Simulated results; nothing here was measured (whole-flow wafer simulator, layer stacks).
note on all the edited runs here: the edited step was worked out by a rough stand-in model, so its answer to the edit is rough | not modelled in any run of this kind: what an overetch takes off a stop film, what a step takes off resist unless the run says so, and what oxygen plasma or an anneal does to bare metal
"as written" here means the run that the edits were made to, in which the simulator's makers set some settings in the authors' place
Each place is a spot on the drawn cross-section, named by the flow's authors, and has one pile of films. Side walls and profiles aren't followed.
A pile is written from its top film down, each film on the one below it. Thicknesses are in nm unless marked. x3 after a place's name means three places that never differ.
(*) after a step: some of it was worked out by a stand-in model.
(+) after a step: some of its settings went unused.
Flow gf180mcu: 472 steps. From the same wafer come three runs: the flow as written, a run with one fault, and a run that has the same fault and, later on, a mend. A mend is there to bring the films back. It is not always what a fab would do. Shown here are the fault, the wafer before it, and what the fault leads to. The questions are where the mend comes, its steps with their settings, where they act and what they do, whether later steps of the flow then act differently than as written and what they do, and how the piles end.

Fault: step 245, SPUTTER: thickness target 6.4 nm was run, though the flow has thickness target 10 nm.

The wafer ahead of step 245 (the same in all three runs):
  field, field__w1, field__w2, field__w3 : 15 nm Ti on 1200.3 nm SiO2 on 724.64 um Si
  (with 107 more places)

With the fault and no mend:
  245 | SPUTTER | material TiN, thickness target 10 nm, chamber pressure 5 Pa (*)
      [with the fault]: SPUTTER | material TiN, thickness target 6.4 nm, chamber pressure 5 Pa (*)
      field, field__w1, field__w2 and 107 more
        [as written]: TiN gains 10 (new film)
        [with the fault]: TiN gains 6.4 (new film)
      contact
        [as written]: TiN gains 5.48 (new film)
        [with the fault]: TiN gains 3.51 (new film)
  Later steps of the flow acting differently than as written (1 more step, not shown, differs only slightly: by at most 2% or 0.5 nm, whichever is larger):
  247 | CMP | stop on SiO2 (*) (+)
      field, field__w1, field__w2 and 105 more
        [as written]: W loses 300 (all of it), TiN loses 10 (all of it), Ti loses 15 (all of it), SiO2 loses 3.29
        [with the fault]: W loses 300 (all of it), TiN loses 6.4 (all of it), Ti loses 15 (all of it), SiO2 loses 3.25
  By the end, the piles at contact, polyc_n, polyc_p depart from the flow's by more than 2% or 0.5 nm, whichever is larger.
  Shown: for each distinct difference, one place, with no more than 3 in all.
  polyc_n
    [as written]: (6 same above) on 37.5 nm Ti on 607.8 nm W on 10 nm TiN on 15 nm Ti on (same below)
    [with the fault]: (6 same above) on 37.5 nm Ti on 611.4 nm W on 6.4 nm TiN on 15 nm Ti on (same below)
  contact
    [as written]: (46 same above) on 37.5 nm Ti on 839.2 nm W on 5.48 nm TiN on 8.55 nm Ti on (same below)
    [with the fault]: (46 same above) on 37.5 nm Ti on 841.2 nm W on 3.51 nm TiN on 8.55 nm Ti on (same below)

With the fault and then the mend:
  After step 245 comes the mend.
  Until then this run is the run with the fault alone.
  245a | SPUTTER | material TiN, thickness target 3.6 nm, chamber pressure 5 Pa (*) (the flow's step 245 again, with other settings)
      field, field__w1, field__w2 and 107 more
        TiN gains 3.6
      contact
        TiN gains 1.97
  Every later step of the flow that is run acts as written at every place that is followed.
  The piles end the same as the flow's at every place that both follow.
